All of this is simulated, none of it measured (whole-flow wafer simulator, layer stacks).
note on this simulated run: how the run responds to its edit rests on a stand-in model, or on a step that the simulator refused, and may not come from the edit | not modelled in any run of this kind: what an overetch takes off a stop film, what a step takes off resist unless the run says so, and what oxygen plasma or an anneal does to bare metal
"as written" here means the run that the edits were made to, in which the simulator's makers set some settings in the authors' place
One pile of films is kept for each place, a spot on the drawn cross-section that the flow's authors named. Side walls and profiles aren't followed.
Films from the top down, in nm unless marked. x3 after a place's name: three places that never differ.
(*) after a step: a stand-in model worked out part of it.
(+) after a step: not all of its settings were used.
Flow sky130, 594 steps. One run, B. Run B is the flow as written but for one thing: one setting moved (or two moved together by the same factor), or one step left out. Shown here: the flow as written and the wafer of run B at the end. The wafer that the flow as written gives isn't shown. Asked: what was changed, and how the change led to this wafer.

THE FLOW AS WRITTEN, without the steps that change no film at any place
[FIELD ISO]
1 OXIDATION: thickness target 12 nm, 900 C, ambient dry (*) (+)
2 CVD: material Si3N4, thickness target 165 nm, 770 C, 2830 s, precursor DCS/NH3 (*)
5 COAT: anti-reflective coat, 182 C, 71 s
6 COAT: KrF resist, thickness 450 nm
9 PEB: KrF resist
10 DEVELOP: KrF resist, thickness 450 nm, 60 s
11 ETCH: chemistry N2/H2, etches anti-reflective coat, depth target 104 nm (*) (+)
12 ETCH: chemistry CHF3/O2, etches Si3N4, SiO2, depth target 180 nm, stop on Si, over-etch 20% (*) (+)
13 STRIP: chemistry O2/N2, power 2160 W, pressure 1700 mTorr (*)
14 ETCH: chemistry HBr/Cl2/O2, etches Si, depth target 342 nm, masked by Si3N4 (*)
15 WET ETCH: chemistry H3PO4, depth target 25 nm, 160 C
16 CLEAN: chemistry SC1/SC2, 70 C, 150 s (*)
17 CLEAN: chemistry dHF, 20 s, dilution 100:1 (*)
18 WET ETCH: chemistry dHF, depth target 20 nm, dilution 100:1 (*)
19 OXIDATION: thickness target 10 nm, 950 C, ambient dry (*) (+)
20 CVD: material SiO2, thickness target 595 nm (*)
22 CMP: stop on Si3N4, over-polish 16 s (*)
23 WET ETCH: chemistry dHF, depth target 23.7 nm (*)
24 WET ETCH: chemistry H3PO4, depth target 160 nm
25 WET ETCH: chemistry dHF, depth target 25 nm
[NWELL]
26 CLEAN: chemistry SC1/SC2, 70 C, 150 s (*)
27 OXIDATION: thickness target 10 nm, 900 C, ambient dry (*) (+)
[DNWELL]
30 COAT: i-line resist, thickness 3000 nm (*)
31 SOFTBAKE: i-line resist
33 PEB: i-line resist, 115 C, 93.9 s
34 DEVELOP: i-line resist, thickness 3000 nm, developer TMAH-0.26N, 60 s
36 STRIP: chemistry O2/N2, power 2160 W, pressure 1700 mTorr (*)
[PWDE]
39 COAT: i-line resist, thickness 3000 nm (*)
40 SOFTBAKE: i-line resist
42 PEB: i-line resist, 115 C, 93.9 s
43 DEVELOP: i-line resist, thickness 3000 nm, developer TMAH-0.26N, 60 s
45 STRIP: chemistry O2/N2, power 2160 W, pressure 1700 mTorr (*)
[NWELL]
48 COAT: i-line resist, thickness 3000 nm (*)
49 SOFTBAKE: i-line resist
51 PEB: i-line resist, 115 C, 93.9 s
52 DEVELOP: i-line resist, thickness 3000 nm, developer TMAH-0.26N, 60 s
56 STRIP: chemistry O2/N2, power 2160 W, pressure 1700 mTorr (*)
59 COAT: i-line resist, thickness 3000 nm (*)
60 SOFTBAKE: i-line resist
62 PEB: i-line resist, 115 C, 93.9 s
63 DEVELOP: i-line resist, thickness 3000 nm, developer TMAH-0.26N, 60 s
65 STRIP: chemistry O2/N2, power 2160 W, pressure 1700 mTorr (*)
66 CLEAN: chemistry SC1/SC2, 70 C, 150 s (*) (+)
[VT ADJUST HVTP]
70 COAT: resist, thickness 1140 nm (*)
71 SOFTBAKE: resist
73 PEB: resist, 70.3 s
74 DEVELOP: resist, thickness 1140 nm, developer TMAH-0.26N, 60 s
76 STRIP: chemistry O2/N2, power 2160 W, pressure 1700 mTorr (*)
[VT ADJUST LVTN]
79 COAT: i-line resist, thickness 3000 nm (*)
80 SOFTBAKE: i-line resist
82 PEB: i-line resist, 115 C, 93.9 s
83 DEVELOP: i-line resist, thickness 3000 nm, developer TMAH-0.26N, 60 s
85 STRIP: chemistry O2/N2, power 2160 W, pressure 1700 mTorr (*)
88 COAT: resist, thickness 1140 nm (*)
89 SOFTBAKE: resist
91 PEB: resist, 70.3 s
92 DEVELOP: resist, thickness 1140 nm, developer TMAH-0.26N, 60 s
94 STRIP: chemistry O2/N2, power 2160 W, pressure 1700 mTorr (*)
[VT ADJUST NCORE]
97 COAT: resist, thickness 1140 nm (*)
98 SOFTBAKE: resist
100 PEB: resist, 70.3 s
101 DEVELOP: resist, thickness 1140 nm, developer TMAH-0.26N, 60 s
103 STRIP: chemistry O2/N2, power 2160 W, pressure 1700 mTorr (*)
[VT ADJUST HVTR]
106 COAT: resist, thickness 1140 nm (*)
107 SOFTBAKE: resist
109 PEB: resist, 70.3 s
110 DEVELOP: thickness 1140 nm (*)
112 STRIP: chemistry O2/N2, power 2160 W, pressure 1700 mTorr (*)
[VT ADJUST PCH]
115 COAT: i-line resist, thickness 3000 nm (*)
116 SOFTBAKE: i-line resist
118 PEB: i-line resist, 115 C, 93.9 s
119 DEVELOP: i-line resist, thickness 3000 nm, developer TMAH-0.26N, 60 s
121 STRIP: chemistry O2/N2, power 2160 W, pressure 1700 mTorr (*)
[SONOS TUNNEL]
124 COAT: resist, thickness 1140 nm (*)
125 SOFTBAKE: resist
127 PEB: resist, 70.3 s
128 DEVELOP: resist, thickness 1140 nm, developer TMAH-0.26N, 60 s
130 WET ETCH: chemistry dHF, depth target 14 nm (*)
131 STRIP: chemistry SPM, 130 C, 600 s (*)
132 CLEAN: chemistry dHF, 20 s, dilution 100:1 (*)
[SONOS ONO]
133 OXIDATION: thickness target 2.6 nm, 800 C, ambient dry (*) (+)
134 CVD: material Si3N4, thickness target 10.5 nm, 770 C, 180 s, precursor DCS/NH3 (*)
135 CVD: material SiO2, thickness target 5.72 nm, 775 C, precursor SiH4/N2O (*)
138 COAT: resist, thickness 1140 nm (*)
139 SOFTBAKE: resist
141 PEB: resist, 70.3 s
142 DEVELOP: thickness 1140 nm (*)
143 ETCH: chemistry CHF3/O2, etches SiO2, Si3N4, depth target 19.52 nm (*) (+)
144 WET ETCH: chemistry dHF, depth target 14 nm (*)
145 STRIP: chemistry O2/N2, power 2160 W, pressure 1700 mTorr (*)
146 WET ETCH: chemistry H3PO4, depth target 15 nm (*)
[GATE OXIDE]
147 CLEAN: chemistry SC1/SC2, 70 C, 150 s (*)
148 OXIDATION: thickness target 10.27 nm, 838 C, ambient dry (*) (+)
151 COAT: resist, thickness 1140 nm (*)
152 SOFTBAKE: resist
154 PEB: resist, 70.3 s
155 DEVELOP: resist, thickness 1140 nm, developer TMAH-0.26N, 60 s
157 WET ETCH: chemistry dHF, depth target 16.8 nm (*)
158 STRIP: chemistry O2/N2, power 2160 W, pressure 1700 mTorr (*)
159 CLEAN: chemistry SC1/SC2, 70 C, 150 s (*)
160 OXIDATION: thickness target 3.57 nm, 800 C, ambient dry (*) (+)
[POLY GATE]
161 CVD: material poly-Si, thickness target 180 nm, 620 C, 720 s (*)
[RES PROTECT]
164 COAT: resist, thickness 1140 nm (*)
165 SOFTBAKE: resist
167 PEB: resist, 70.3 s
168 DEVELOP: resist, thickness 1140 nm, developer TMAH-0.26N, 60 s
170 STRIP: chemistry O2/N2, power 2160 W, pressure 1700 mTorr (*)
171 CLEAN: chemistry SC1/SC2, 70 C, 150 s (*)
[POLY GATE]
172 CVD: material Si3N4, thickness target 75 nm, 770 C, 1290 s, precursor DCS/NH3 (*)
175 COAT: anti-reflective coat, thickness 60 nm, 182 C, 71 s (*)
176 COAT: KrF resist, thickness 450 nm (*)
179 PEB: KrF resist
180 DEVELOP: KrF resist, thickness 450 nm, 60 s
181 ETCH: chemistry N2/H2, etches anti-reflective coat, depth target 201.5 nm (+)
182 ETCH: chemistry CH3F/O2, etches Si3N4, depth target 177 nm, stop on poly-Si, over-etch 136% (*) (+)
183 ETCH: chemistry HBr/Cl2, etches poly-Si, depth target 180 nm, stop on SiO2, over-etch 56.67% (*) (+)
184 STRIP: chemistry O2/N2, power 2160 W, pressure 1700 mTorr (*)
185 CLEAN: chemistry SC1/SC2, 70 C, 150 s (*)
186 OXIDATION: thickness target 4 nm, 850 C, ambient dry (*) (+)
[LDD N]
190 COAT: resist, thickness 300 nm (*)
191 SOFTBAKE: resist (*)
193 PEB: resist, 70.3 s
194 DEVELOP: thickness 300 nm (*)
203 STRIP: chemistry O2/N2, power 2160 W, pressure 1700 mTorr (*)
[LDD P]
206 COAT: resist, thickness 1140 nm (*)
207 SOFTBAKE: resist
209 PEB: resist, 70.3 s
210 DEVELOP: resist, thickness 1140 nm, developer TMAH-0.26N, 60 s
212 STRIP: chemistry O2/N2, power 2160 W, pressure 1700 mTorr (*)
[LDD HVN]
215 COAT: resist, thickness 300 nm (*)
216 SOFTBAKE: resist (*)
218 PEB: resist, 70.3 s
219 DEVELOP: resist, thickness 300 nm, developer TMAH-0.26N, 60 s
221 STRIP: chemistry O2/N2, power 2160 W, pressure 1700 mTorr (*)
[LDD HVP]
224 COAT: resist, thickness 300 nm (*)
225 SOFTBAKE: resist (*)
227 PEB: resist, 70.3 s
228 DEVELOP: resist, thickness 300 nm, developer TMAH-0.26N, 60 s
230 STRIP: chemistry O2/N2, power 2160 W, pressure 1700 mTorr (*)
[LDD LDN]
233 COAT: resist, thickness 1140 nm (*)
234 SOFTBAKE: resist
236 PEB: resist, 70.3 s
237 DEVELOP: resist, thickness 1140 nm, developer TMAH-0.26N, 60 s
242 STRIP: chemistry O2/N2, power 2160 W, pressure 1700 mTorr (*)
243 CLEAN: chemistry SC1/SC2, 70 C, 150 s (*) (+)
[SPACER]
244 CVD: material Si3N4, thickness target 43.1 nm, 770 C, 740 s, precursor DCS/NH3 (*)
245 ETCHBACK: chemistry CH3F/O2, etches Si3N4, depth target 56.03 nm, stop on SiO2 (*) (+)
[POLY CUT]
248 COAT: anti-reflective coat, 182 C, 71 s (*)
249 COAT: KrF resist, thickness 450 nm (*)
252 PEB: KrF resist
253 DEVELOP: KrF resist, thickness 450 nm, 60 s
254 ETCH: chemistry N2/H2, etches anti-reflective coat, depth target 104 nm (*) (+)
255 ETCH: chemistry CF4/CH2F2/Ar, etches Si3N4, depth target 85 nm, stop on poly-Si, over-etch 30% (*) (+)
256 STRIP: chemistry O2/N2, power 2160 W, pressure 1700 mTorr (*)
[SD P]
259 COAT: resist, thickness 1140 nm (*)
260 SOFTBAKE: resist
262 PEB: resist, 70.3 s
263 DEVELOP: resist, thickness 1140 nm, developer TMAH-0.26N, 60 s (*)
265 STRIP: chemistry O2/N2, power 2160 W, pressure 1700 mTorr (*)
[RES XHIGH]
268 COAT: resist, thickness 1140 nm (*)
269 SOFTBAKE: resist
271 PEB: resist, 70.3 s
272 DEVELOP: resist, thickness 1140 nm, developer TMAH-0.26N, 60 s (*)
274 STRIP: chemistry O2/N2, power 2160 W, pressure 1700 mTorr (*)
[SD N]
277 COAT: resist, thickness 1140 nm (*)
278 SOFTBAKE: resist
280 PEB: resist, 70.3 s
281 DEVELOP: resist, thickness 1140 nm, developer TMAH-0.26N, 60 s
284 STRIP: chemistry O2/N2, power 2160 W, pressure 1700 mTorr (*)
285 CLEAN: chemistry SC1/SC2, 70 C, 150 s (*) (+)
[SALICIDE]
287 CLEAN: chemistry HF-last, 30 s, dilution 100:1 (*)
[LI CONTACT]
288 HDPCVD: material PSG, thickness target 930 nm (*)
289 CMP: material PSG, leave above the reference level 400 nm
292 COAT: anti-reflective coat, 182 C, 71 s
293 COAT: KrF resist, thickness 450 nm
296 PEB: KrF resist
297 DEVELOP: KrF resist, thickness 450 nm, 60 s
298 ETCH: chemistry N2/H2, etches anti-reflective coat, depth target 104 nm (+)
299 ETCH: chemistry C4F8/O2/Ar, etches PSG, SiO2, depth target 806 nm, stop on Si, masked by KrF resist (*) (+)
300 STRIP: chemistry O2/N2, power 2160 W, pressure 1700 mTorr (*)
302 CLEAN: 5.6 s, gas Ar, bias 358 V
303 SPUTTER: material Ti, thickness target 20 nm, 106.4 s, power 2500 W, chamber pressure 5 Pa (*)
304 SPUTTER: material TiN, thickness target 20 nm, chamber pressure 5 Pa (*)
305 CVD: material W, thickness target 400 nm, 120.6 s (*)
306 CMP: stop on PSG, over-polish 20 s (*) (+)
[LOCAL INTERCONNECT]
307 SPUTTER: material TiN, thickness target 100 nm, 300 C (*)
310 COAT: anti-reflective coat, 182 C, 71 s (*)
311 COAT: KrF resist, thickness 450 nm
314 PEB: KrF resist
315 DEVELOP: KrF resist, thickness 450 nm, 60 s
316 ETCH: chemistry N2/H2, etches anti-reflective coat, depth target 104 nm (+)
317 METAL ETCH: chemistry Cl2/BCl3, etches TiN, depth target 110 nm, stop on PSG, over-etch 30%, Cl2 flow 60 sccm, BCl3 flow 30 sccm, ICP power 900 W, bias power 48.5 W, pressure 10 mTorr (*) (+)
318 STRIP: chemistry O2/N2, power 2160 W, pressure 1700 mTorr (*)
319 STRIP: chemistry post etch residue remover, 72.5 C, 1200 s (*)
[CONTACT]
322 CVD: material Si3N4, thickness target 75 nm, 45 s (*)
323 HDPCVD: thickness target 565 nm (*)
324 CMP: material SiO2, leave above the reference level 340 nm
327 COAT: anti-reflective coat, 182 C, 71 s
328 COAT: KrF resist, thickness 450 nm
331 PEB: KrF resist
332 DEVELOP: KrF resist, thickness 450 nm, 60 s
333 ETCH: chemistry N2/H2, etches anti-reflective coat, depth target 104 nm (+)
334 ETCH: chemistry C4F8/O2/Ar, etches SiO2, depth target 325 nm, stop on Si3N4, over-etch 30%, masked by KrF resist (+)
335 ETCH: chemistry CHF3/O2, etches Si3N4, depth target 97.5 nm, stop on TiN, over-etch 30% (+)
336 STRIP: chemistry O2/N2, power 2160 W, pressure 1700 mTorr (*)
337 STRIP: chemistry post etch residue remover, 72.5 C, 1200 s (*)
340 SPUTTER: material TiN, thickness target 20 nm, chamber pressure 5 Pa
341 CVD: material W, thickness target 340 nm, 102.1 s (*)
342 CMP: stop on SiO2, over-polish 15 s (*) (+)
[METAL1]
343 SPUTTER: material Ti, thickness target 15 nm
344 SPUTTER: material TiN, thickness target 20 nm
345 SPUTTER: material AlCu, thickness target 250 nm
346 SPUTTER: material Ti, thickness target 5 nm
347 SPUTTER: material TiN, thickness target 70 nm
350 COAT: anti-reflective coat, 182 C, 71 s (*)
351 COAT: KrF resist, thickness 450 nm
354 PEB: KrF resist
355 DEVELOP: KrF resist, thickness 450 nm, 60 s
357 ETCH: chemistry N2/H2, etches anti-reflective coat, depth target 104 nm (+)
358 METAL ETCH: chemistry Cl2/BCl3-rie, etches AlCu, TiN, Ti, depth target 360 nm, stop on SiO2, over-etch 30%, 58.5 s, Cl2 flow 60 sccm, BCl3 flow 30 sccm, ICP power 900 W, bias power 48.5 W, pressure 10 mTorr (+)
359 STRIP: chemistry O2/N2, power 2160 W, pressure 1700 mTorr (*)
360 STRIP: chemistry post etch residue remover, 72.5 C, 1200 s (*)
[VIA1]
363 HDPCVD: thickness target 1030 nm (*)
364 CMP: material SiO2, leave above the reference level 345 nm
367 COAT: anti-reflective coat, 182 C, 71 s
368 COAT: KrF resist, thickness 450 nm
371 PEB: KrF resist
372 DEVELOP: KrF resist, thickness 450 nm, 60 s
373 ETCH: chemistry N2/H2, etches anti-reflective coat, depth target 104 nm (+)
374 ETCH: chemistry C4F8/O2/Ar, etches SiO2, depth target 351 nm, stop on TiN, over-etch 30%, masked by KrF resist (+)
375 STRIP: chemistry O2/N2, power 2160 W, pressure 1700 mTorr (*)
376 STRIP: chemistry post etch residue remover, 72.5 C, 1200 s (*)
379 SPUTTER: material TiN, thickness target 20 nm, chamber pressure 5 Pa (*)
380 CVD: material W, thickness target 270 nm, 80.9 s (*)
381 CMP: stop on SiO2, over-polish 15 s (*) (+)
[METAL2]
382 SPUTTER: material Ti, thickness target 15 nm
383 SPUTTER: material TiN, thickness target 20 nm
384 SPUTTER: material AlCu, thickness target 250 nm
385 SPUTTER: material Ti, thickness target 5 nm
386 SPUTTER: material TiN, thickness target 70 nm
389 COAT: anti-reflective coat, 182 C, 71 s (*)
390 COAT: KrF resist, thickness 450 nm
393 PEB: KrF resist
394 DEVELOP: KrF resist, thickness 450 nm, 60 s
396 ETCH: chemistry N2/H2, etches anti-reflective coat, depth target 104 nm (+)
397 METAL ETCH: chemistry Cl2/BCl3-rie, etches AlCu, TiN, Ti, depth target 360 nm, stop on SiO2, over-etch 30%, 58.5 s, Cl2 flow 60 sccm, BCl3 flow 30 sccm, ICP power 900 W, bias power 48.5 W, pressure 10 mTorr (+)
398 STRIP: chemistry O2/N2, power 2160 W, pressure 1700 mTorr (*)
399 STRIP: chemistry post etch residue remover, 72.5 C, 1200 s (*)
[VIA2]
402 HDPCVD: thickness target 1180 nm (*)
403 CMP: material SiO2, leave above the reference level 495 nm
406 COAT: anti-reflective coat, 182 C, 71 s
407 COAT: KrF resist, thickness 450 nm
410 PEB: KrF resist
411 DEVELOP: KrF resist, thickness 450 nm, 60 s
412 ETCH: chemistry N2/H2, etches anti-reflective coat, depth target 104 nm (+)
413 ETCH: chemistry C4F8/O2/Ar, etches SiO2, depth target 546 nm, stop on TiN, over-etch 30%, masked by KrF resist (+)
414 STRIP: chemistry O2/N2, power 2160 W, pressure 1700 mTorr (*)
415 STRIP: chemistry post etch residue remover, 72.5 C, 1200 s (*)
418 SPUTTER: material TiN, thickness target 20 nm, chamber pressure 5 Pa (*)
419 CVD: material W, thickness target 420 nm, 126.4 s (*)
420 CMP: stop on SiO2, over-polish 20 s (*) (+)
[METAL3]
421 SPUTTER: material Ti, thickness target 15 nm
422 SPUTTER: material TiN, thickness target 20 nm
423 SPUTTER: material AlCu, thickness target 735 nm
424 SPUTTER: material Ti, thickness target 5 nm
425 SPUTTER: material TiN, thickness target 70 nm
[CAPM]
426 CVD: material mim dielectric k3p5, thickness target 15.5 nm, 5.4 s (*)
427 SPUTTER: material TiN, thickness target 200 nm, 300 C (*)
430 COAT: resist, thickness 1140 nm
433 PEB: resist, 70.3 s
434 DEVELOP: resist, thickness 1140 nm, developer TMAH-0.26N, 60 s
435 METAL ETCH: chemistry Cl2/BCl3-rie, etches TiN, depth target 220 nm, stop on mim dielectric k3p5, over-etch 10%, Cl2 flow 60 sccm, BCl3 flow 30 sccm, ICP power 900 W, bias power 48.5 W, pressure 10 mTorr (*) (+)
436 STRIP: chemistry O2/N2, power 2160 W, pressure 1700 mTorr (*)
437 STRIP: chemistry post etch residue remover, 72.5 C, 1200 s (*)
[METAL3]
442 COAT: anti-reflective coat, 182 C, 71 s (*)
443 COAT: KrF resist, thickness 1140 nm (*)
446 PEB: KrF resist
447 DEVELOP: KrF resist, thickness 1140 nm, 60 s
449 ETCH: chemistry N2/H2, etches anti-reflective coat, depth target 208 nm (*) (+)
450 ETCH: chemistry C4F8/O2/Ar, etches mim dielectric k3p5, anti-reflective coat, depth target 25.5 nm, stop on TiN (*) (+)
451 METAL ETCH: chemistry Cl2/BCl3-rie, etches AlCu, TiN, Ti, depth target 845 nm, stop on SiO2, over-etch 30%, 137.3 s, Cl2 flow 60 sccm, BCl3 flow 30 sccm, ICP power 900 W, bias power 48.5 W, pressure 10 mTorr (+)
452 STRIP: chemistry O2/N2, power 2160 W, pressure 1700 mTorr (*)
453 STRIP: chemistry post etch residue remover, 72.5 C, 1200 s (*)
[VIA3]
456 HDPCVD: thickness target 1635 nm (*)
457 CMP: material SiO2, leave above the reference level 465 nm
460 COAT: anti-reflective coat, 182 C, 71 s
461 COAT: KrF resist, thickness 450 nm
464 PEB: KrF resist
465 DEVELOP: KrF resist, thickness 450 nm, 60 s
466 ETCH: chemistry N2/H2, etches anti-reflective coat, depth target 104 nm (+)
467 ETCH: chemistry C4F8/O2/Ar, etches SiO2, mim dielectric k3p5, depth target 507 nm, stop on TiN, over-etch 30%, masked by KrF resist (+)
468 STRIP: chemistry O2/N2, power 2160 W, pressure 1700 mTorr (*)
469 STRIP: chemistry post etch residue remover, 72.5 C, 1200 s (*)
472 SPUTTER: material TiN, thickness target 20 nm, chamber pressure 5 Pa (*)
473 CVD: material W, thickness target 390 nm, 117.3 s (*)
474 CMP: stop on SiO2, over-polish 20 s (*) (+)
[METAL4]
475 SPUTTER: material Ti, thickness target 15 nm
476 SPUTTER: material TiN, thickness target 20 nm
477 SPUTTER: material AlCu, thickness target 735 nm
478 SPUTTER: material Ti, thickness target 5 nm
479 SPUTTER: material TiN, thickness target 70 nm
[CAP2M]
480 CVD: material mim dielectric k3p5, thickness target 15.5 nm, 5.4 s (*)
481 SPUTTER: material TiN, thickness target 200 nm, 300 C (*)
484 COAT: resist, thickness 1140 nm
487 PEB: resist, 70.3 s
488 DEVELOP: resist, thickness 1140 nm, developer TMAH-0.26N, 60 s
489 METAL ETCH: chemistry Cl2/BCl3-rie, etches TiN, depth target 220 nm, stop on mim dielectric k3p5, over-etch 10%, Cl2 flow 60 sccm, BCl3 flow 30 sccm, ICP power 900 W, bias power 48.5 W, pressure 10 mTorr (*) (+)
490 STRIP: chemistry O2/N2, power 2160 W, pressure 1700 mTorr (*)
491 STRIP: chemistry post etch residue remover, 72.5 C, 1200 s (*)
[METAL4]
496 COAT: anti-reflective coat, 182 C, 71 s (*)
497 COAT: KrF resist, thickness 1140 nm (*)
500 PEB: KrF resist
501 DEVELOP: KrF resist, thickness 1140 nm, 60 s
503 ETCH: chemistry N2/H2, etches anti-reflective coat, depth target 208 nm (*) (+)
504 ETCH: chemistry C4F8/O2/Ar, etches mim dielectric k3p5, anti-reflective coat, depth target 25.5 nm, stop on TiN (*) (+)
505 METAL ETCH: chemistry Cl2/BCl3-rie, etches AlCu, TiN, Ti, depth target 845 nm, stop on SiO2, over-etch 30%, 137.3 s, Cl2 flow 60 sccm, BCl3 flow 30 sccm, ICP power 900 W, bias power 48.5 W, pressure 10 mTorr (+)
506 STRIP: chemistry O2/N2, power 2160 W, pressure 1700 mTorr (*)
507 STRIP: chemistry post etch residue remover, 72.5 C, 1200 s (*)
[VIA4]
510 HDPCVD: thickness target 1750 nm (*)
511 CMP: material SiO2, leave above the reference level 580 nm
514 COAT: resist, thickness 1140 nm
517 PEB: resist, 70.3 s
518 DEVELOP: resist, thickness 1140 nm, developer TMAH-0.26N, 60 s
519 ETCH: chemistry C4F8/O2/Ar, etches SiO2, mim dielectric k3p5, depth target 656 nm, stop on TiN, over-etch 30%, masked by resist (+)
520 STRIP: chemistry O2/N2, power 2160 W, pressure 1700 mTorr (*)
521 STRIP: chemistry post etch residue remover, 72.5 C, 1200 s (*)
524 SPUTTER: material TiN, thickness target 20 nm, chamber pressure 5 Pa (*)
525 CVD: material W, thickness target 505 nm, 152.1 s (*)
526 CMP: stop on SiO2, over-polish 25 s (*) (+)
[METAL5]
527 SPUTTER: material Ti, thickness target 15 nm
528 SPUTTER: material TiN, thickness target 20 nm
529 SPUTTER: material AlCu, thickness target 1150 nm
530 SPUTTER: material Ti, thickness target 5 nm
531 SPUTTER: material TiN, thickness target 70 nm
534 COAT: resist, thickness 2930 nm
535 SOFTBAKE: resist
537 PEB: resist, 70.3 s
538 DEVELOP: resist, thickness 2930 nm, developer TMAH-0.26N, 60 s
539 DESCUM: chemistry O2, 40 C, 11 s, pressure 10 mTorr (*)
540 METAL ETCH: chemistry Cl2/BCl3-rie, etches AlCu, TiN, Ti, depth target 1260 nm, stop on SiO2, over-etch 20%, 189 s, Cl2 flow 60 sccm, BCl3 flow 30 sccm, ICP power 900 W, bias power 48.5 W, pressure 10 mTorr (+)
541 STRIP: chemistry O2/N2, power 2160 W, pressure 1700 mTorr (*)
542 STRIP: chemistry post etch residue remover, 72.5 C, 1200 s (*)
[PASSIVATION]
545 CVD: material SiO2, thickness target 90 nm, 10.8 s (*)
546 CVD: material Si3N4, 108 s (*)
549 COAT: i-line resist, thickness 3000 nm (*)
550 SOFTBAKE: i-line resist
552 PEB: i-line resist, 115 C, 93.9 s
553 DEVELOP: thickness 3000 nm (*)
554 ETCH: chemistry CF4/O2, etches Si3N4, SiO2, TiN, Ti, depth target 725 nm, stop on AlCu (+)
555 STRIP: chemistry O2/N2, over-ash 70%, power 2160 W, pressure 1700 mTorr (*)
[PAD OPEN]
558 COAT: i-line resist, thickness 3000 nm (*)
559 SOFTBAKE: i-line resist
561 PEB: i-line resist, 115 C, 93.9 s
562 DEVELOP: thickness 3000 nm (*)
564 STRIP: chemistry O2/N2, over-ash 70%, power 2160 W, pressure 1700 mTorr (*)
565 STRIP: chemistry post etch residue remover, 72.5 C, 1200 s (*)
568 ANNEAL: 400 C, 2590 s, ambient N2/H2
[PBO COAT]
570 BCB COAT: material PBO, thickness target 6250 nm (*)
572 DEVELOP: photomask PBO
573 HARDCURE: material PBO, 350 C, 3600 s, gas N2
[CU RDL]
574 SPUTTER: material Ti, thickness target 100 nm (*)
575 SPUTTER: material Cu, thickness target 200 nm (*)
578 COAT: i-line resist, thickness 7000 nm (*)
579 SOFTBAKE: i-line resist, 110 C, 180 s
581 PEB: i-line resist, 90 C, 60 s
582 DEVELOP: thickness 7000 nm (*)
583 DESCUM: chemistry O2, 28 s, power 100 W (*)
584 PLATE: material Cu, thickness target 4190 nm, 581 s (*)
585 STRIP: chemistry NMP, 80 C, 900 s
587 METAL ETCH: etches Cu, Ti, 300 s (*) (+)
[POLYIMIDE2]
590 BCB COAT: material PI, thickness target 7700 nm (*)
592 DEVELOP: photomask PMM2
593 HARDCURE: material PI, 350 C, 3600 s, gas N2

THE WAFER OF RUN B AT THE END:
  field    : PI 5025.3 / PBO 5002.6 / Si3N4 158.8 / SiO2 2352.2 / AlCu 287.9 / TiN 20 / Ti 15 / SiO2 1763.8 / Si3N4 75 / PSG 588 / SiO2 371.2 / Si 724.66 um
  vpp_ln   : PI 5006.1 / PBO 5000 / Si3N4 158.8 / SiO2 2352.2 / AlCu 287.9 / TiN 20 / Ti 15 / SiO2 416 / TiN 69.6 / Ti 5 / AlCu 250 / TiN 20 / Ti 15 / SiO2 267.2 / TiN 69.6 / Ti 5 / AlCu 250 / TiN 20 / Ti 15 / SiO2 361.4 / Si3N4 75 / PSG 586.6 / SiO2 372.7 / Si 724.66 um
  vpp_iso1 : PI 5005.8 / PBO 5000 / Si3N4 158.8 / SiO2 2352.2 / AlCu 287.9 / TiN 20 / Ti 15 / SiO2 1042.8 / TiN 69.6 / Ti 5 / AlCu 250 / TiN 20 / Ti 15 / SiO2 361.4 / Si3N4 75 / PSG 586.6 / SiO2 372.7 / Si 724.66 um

The cause: step 451, METAL ETCH: depth target 397.2 nm was run, where the flow has depth target 845 nm; step 451, METAL ETCH: 64.5 s was run, where the flow has 137.3 s.

How the change led to this, step by step:
  451 METAL ETCH: chemistry Cl2/BCl3-rie, etches AlCu, TiN, Ti, depth target 845 nm, stop on SiO2, over-etch 30%, 137.3 s, Cl2 flow 60 sccm, BCl3 flow 30 sccm, ICP power 900 W, bias power 48.5 W, pressure 10 mTorr (+)
      field, gate, spacer and 68 more: TiN -70 (all of it), Ti -5 (all of it), AlCu -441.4 (as written it would be: TiN -70 (all of it), Ti -5 (all of it), AlCu -735 (all of it), TiN -20 (all of it), Ti -15 (all of it), SiO2 -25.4)
      active, vpp_ln, vpp_iso2 and 11 more: TiN -70 (all of it), Ti -5 (all of it), AlCu -441.4 (as written it would be: TiN -70 (all of it), Ti -5 (all of it), AlCu -735 (all of it), TiN -20 (all of it), Ti -15 (all of it), SiO2 -25.3)
      (and at 107 more places)
  452 STRIP: chemistry O2/N2, power 2160 W, pressure 1700 mTorr (*)
      gate_hv, dice_street, pplus_nw and 75 more: KrF resist -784 (all of it), anti-reflective coat -80 (all of it) (as written it would be: KrF resist -492.9 (all of it), anti-reflective coat -80 (all of it))
      n_well, p_well, sd_n, sd_p, pad, mim_edge_gap, mim_edge_gap_sheet: KrF resist -783.9 (all of it), anti-reflective coat -80 (all of it) (as written it would be: KrF resist -492.9 (all of it), anti-reflective coat -80 (all of it))
      (and at 22 more places)
  453 STRIP: chemistry post etch residue remover, 72.5 C, 1200 s (*)
      field, active, gate and 82 more: AlCu -5.72 (as written it would be: nothing)
  456 HDPCVD: thickness target 1635 nm (*)
      field, active, gate and 82 more: SiO2 +1635 (new film) (as written it would be: SiO2 +1635)
  457 CMP: material SiO2, leave above the reference level 465 nm
      field, active, gate and 82 more: SiO2 -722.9 (as written it would be: SiO2 -374.7)
Counting metal films that touch as one body, field has 1 body; the flow as written gives 0 bodies.
Counting metal films that touch as one body, vpp_ln has 3 bodies (between them, from the top down: SiO2 416; SiO2 267.2); the flow as written gives 2 bodies (between them, from the top down: SiO2 267.2).
Counting metal films that touch as one body, vpp_iso1 has 2 bodies (between them, from the top down: SiO2 1042.8); the flow as written gives 1 body.
